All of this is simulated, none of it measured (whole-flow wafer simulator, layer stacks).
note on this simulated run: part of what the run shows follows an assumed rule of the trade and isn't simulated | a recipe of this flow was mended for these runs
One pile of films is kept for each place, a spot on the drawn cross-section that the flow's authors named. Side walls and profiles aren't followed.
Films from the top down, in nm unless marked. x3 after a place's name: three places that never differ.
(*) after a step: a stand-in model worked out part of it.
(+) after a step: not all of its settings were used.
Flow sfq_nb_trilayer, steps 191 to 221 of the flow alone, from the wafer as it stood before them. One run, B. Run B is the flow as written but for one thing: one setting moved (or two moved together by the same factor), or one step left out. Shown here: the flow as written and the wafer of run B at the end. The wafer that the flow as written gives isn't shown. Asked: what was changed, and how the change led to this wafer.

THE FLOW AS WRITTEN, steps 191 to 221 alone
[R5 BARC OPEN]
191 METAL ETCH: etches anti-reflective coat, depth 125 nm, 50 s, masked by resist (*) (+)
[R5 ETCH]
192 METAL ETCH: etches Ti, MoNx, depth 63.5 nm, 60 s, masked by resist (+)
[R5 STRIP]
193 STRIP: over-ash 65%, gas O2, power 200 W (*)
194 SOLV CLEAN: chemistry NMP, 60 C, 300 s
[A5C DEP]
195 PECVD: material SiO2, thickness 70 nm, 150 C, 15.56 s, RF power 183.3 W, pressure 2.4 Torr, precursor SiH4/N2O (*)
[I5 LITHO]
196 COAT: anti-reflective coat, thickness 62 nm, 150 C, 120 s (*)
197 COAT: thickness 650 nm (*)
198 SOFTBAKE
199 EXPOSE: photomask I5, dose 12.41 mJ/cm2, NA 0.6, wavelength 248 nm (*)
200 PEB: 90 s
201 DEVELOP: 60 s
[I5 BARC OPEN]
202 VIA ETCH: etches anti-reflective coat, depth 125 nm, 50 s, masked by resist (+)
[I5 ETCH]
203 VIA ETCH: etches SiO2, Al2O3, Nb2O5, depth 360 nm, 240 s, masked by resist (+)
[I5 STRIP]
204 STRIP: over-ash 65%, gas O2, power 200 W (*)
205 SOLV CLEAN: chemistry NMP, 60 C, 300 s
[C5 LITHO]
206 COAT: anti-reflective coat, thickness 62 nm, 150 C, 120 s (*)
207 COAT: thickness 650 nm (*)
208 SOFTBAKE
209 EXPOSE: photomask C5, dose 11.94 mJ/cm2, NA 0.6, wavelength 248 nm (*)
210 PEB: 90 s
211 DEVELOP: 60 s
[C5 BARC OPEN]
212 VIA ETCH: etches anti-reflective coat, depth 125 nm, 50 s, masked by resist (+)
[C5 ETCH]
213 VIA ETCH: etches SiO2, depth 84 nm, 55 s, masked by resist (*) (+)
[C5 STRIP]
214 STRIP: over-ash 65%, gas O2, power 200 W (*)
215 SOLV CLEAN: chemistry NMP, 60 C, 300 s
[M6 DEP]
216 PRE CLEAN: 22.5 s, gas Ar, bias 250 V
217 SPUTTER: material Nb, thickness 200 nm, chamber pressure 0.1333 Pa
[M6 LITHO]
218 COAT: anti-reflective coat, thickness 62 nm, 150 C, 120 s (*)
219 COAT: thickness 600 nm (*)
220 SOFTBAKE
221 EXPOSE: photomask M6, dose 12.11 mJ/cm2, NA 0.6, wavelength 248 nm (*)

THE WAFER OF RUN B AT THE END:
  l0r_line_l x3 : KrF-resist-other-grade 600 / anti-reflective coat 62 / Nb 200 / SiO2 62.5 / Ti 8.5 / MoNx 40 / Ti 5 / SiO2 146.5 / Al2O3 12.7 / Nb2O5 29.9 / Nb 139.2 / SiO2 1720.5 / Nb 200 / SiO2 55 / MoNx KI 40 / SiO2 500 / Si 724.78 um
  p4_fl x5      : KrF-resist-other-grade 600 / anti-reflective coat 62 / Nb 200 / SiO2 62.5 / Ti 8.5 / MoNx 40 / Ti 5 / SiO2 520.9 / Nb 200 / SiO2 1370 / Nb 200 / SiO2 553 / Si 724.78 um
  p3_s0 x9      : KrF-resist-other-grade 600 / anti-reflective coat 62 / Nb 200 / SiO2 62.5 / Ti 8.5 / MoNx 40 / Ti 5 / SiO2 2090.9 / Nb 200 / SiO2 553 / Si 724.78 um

The cause: step 192, METAL ETCH: etches Ti, MoNx, depth 63.5 nm, 60 s, masked by resist (+), was left out.

How the change led to this, step by step:
  193 STRIP: over-ash 65%, gas O2, power 200 W (*)
      be_r, r_sur, res, r_end, r5r_line_l, r5r_line_c, r5r_line_r: KrF-resist-other-grade -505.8 (all of it), anti-reflective coat -62 (all of it) (as written it would be: KrF-resist-other-grade -480.4 (all of it), anti-reflective coat -62 (all of it))
  195 PECVD: material SiO2, thickness 70 nm, 150 C, 15.56 s, RF power 183.3 W, pressure 2.4 Torr, precursor SiH4/N2O (*)
      field_l, v_sur, via_wl and 92 more: SiO2 +70 (new film) (as written it would be: SiO2 +70)
  196 COAT: anti-reflective coat, thickness 62 nm, 150 C, 120 s (*)
      r5r_line_l, r5r_line_c, r5r_line_r: anti-reflective coat +62 (new film) (as written it would be: anti-reflective coat +35.5 (new film))
      wl_j_sl, wl_j_sr: anti-reflective coat +62 (new film) (as written it would be: anti-reflective coat +60.5 (new film))
      (and at 16 more places)
  197 COAT: thickness 650 nm (*)
      be_r: KrF-resist-other-grade +650 (new film) (as written it would be: KrF-resist-other-grade +632.1 (new film))
      r_sur: KrF-resist-other-grade +650 (new film) (as written it would be: KrF-resist-other-grade +622.3 (new film))
      (and at 2 more places)
  203 VIA ETCH: etches SiO2, Al2O3, Nb2O5, depth 360 nm, 240 s, masked by resist (+)
      be: SiO2 -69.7 (all of it), Ti -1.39 (as written it would be: SiO2 -214.5 (all of it), Al2O3 -12.7 (all of it), Nb2O5 -29.9 (all of it), Nb -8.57)
  204 STRIP: over-ash 65%, gas O2, power 200 W (*)
      r5r_line_l, r5r_line_c, r5r_line_r: KrF-resist-other-grade -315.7 (all of it), anti-reflective coat -62 (all of it) (as written it would be: KrF-resist-other-grade -314.5 (all of it), anti-reflective coat -35.5 (all of it))
      wl_j_sl, wl_j_sr: KrF-resist-other-grade -315.7 (all of it), anti-reflective coat -62 (all of it) (as written it would be: KrF-resist-other-grade -316.4 (all of it), anti-reflective coat -60.5 (all of it))
      (and at 17 more places)
  206 COAT: anti-reflective coat, thickness 62 nm, 150 C, 120 s (*)
      r5r_line_l, r5r_line_c, r5r_line_r: anti-reflective coat +62 (new film) (as written it would be: anti-reflective coat +35.5 (new film))
      wl_j_sl, wl_j_sr: anti-reflective coat +62 (new film) (as written it would be: anti-reflective coat +60.5 (new film))
      (and at 20 more places)
  207 COAT: thickness 650 nm (*)
      be: KrF-resist-other-grade +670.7 (new film) (as written it would be: KrF-resist-other-grade +815 (new film))
      be_r: KrF-resist-other-grade +649.6 (new film) (as written it would be: KrF-resist-other-grade +631.2 (new film))
      (and at 3 more places)
  211 DEVELOP: 60 s
      res: KrF-resist-other-grade -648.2 (all of it) (as written it would be: KrF-resist-other-grade -622.6 (all of it))
  212 VIA ETCH: etches anti-reflective coat, depth 125 nm, 50 s, masked by resist (+)
      c5j: anti-reflective coat -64 (all of it), SiO2 -0.3 (as written it would be: anti-reflective coat -73.7 (all of it), SiO2 -0.26)
      res: anti-reflective coat -61.9 (all of it), SiO2 -0.32 (as written it would be: anti-reflective coat -57.9 (all of it), SiO2 -0.34)
  213 VIA ETCH: etches SiO2, depth 84 nm, 55 s, masked by resist (*) (+)
      c5j: SiO2 -69.7 (all of it), Ti -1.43 (as written it would be: SiO2 -69.7 (all of it), Nb -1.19)
  214 STRIP: over-ash 65%, gas O2, power 200 W (*)
      r5r_line_l, r5r_line_c, r5r_line_r: KrF-resist-other-grade -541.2 (all of it), anti-reflective coat -62 (all of it) (as written it would be: KrF-resist-other-grade -540 (all of it), anti-reflective coat -35.5 (all of it))
      wl_j_sl, wl_j_sr: KrF-resist-other-grade -541.2 (all of it), anti-reflective coat -62 (all of it) (as written it would be: KrF-resist-other-grade -541.9 (all of it), anti-reflective coat -60.5 (all of it))
      (and at 19 more places)
  216 PRE CLEAN: 22.5 s, gas Ar, bias 250 V
      be, c5j: Ti -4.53 (as written it would be: Nb -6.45)
  217 SPUTTER: material Nb, thickness 200 nm, chamber pressure 0.1333 Pa
      be: Nb +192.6 (new film) (as written it would be: Nb +145.8)
      c5j: Nb +189.1 (new film) (as written it would be: Nb +188.4)
  218 COAT: anti-reflective coat, thickness 62 nm, 150 C, 120 s (*)
      r5r_line_l, r5r_line_c, r5r_line_r: anti-reflective coat +62 (new film) (as written it would be: anti-reflective coat +37.1 (new film))
      wl_j_sl, wl_j_sr: anti-reflective coat +62 (new film) (as written it would be: anti-reflective coat +60.5 (new film))
      (and at 23 more places)
  219 COAT: thickness 600 nm (*)
      via_v: KrF-resist-other-grade +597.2 (new film) (as written it would be: KrF-resist-other-grade +584.1 (new film))
      be: KrF-resist-other-grade +618.1 (new film) (as written it would be: KrF-resist-other-grade +795.2 (new film))
      (and at 5 more places)
Counting metal films that touch as one body, l0r_line_l x3 has 5 bodies (between them, from the top down: SiO2 62.5; SiO2 146.5 / Al2O3 12.7 / Nb2O5 29.9; SiO2 1720.5; SiO2 55); the flow as written gives 4 bodies (between them, from the top down: SiO2 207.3 / Al2O3 12.7 / Nb2O5 29.9; SiO2 1720.5; SiO2 55).
Counting metal films that touch as one body, p4_fl x5 has 4 bodies (between them, from the top down: SiO2 62.5; SiO2 520.9; SiO2 1370); the flow as written gives 3 bodies (between them, from the top down: SiO2 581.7; SiO2 1370).
Counting metal films that touch as one body, p3_s0 x9 has 3 bodies (between them, from the top down: SiO2 62.5; SiO2 2090.9); the flow as written gives 2 bodies (between them, from the top down: SiO2 2151.7).
